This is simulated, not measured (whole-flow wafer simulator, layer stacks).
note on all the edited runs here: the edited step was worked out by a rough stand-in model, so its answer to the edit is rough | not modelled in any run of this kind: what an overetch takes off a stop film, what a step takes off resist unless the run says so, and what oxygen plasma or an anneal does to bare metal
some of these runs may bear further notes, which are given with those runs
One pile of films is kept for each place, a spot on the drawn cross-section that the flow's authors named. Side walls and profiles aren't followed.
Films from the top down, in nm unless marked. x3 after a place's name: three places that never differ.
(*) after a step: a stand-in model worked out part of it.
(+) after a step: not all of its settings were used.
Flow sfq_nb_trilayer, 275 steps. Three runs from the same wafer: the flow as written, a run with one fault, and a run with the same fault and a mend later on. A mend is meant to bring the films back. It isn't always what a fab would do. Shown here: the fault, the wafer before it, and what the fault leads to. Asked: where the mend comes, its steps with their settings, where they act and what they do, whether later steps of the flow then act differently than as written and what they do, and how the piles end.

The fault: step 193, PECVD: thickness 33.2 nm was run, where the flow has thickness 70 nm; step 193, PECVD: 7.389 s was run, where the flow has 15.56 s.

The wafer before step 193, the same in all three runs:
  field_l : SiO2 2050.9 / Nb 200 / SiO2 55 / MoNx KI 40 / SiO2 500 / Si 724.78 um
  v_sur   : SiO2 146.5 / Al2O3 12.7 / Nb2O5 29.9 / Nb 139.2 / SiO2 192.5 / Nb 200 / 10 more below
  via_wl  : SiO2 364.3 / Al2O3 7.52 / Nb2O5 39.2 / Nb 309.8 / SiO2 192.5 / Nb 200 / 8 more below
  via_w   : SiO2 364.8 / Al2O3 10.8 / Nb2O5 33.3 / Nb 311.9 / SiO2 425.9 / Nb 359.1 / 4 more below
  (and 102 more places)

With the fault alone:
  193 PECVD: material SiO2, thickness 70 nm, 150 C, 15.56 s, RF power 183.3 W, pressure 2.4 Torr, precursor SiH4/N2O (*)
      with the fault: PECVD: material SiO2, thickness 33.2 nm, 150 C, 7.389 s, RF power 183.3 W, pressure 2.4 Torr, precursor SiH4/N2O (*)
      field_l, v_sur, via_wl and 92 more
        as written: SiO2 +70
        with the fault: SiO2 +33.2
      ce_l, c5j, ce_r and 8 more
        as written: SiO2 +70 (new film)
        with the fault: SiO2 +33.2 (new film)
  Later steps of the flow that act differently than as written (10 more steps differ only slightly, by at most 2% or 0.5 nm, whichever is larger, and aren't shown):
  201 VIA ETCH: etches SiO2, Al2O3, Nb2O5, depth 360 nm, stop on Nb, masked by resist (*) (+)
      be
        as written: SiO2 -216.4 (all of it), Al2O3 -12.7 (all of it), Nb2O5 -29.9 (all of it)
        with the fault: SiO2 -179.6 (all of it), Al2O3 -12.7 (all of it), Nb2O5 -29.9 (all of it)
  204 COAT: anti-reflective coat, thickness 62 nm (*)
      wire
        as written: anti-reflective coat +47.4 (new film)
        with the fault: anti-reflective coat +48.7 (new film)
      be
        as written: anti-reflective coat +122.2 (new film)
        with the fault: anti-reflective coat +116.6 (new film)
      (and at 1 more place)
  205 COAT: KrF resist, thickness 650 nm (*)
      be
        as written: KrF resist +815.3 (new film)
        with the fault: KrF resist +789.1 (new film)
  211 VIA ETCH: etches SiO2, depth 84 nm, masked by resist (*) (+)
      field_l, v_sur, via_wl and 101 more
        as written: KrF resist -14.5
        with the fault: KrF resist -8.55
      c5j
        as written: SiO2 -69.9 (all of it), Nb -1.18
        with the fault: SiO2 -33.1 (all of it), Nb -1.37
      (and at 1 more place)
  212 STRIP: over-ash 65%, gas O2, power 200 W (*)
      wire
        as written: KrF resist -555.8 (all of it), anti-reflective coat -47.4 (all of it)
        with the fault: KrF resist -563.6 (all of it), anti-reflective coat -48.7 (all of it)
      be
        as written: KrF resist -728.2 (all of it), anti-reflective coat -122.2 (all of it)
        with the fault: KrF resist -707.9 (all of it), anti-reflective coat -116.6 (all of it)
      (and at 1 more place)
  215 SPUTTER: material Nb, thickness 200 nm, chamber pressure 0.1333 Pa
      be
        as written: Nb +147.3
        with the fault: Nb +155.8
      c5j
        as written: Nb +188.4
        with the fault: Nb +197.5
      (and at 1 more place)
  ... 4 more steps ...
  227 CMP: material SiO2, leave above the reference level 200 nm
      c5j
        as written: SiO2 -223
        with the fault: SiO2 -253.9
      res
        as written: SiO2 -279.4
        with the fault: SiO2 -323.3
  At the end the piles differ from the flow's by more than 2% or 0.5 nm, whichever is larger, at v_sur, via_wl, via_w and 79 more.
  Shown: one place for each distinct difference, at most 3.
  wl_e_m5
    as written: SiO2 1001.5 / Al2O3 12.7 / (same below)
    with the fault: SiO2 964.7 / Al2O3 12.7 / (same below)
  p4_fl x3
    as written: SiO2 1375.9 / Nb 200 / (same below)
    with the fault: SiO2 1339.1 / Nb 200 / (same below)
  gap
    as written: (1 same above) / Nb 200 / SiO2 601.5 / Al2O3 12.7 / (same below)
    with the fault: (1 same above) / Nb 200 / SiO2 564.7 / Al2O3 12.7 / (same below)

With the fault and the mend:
  The mend comes after step 193.
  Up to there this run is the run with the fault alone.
  193a PECVD: material SiO2, thickness 36.8 nm, 150 C, 8.178 s, RF power 183.3 W, pressure 2.4 Torr, precursor SiH4/N2O (*) (the flow's step 193 once more, with other settings)
      field_l, v_sur, via_wl and 103 more
        SiO2 +36.8
  No later step of the flow acts differently than as written, at any place that is followed, by more than 2% or 0.5 nm, whichever is larger.
  At the end the piles are the same as the flow's at every place that both follow.
